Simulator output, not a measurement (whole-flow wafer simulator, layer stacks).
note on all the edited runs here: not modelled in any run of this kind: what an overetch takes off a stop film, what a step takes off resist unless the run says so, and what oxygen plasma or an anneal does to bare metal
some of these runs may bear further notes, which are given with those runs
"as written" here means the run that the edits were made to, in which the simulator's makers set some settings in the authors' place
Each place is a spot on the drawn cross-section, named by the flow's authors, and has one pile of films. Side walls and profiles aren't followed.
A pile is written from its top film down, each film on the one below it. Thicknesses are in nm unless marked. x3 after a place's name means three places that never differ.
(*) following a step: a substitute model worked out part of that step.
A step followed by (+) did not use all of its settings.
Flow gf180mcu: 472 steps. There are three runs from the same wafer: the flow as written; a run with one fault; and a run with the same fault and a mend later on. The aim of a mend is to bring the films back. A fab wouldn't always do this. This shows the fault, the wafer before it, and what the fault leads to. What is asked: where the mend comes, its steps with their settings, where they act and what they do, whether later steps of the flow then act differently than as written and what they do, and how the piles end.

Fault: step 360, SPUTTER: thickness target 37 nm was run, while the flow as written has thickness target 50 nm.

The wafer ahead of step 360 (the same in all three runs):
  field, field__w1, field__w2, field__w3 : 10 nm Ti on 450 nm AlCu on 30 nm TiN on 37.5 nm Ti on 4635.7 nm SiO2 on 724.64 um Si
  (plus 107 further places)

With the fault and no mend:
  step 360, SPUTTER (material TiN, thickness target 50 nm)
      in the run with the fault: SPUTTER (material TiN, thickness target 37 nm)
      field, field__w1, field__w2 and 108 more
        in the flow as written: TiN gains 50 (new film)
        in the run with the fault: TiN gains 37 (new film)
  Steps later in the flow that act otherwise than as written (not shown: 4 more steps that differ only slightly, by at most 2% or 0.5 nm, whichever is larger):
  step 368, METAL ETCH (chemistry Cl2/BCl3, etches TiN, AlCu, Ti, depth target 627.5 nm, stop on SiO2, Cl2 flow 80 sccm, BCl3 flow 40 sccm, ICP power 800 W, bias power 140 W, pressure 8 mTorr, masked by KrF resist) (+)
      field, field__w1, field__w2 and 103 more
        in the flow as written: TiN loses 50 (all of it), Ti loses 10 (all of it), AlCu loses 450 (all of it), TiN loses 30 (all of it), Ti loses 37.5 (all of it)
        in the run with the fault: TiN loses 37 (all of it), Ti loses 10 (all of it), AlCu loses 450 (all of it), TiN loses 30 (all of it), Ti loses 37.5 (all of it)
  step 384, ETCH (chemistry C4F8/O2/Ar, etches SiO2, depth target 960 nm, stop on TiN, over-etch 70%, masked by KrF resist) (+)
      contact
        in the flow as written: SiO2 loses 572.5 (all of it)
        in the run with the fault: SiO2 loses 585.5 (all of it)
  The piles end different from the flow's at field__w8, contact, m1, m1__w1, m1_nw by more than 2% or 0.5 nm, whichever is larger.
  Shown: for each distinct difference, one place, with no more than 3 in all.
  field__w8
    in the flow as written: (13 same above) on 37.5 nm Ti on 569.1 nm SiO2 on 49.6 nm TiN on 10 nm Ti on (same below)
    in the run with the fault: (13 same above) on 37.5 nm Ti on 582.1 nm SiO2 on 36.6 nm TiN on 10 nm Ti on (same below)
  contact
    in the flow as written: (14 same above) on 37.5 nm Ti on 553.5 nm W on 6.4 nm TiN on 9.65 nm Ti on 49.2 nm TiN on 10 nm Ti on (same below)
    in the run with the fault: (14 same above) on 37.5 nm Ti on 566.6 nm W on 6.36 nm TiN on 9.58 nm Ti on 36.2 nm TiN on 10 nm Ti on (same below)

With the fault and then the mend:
  The mend stands after step 367.
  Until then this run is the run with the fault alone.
  step 367a, STRIP (chemistry O2/N2, power 2160 W, pressure 1700 mTorr) (*)
      field__w8, contact, m1, m1__w1, m1_nw
        KrF resist loses 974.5 (all of it)
  step 367b, SPUTTER (material TiN, thickness target 13 nm) (the flow's step 360 again, with other settings)
      field, field__w1, field__w2 and 108 more
        TiN gains 13
  step 367c, HMDS (120 C, 60 s) (the flow's step 362 again)
      leaves every film unchanged at each place that is followed
  step 367d, COAT (KrF resist, thickness 1000 nm) (the flow's step 363 again)
      field, field__w1, field__w2 and 108 more
        KrF resist gains 1000 (new film)
  step 367e, SOFTBAKE (KrF resist) (the flow's step 364 again)
      leaves every film unchanged at each place that is followed
  step 367f, EXPOSE (photomask Metal4) (the flow's step 365 again)
      leaves every film unchanged at each place that is followed
  step 367g, PEB (KrF resist, 135 C, 90 s) (the flow's step 366 again)
      field, field__w1, field__w2 and 108 more
        KrF resist loses 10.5
  step 367h, DEVELOP (thickness 1000 nm, 60 s) (the flow's step 367 again)
      field, field__w1, field__w2 and 103 more
        KrF resist loses 989.5 (all of it)
      field__w8, contact, m1, m1__w1, m1_nw
        KrF resist loses 14.9
  Later steps of the flow that are run all act as written at every place that is followed.
  By the end, the piles equal the flow's at every place that both follow.
